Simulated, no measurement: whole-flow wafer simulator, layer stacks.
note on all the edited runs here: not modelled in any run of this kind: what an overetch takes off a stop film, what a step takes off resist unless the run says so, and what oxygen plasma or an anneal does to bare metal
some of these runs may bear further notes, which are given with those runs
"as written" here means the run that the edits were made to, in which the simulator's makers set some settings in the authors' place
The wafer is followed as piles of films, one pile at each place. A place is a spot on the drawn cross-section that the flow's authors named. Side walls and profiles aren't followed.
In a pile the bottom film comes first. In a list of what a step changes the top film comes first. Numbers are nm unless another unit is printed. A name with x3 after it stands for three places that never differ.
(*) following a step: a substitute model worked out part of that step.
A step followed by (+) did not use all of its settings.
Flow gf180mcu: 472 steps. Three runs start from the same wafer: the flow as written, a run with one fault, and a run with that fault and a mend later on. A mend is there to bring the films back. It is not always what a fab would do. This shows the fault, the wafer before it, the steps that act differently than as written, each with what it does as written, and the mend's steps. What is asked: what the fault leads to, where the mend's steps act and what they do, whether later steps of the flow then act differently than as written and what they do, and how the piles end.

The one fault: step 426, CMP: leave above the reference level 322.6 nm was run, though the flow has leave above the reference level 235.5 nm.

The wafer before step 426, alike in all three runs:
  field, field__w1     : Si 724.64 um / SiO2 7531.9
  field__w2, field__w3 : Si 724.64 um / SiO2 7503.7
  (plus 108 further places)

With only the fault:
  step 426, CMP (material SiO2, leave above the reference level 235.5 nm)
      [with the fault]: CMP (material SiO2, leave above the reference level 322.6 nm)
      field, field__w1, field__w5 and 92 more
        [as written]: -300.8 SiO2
        [with the fault]: -213.7 SiO2
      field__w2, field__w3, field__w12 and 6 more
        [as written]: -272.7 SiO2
        [with the fault]: -185.6 SiO2
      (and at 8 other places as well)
  Later steps of the flow acting differently than as written (2 more steps, not shown, differ only slightly: by at most 2% or 0.5 nm, whichever is larger):
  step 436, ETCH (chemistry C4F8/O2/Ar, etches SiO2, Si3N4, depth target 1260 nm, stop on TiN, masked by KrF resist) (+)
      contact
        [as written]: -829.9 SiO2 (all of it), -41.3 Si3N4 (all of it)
        [with the fault]: -917 SiO2 (all of it), -41.3 Si3N4 (all of it)
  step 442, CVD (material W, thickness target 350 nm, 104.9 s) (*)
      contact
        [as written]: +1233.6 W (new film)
        [with the fault]: +1321.3 W (new film)
  The piles end different from the flow's at field__w4, field__w8, contact, m1, m1__w1, mim, mim_1p0, m1_nw by more than 2% or 0.5 nm, whichever is larger.
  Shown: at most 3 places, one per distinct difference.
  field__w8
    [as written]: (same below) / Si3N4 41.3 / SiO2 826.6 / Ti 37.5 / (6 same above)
    [with the fault]: (same below) / Si3N4 41.3 / SiO2 913.7 / Ti 37.5 / (6 same above)
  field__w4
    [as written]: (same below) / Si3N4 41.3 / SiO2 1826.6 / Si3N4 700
    [with the fault]: (same below) / Si3N4 41.3 / SiO2 1913.7 / Si3N4 700
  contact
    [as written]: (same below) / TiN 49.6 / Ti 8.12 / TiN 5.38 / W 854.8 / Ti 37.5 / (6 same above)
    [with the fault]: (same below) / TiN 49.6 / Ti 7.73 / TiN 5.12 / W 942.6 / Ti 37.5 / (6 same above)

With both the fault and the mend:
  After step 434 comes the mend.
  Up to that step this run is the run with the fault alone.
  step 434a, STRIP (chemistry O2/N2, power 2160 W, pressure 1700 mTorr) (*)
      field, field__w1, field__w2 and 108 more
        -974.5 KrF resist (all of it), -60 anti-reflective coat (all of it)
      contact
        -60 anti-reflective coat (all of it)
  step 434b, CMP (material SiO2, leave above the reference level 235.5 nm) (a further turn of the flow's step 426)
      field, field__w1, field__w2 and 109 more
        -87.1 SiO2
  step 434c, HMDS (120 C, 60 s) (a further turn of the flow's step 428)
      leaves every film unchanged at each place that is followed
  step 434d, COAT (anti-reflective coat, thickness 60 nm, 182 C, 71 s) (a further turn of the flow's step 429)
      field, field__w1, field__w2 and 109 more
        +60 anti-reflective coat (new film)
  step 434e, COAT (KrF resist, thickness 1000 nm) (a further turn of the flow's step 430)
      field, field__w1, field__w2 and 109 more
        +1000 KrF resist (new film)
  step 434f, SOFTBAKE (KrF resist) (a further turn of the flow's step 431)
      leaves every film unchanged at each place that is followed
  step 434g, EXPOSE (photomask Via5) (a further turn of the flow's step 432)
      leaves every film unchanged at each place that is followed
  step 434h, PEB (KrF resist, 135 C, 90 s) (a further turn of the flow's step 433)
      field, field__w1, field__w2 and 109 more
        -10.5 KrF resist
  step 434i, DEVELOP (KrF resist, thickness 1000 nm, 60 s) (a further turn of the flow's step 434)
      field, field__w1, field__w2 and 108 more
        -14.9 KrF resist
      contact
        -989.5 KrF resist (all of it)
  None of the later steps of the flow acts differently than as written at any place that is followed.
  At every place that both follow, the piles at the end match the flow's.
